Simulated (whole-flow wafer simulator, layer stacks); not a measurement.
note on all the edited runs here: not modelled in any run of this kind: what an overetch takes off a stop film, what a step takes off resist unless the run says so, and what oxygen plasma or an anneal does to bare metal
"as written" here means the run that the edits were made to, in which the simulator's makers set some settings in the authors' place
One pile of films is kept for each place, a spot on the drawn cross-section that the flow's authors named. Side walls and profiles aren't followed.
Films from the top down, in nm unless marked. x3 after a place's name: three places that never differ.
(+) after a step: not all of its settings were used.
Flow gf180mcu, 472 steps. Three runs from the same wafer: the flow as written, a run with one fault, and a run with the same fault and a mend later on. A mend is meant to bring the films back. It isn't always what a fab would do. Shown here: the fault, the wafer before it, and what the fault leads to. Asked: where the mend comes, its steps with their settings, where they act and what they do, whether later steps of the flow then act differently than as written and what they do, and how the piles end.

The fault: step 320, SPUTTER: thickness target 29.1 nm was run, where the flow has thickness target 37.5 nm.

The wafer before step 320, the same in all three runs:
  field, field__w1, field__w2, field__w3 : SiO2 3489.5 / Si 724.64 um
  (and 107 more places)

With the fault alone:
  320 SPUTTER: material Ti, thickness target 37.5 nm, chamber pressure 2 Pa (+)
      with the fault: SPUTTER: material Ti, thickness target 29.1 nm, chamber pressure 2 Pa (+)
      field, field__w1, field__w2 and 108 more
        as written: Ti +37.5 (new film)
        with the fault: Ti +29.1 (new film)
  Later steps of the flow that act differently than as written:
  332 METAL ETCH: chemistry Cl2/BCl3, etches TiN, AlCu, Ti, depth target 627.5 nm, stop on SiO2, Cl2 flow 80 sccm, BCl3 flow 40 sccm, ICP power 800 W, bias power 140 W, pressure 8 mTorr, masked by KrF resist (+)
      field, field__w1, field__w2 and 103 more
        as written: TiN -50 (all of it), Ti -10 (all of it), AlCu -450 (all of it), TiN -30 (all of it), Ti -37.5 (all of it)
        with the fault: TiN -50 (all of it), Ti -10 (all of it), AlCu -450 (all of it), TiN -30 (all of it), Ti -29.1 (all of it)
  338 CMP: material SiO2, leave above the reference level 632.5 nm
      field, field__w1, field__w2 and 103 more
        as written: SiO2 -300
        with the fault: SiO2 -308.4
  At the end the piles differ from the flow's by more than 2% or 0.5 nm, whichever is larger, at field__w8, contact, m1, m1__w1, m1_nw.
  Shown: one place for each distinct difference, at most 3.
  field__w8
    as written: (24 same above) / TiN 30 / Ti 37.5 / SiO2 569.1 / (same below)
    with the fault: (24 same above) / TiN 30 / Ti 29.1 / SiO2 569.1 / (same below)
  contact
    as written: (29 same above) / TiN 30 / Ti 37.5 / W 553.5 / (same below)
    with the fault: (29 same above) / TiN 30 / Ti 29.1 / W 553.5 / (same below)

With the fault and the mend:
  The mend comes after step 320.
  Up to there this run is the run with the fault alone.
  320a SPUTTER: material Ti, thickness target 8.4 nm, chamber pressure 2 Pa (+) (the flow's step 320 once more, with other settings)
      field, field__w1, field__w2 and 108 more
        Ti +8.4
  No later step of the flow acts differently than as written at any place that is followed.
  At the end the piles are the same as the flow's at every place that both follow.
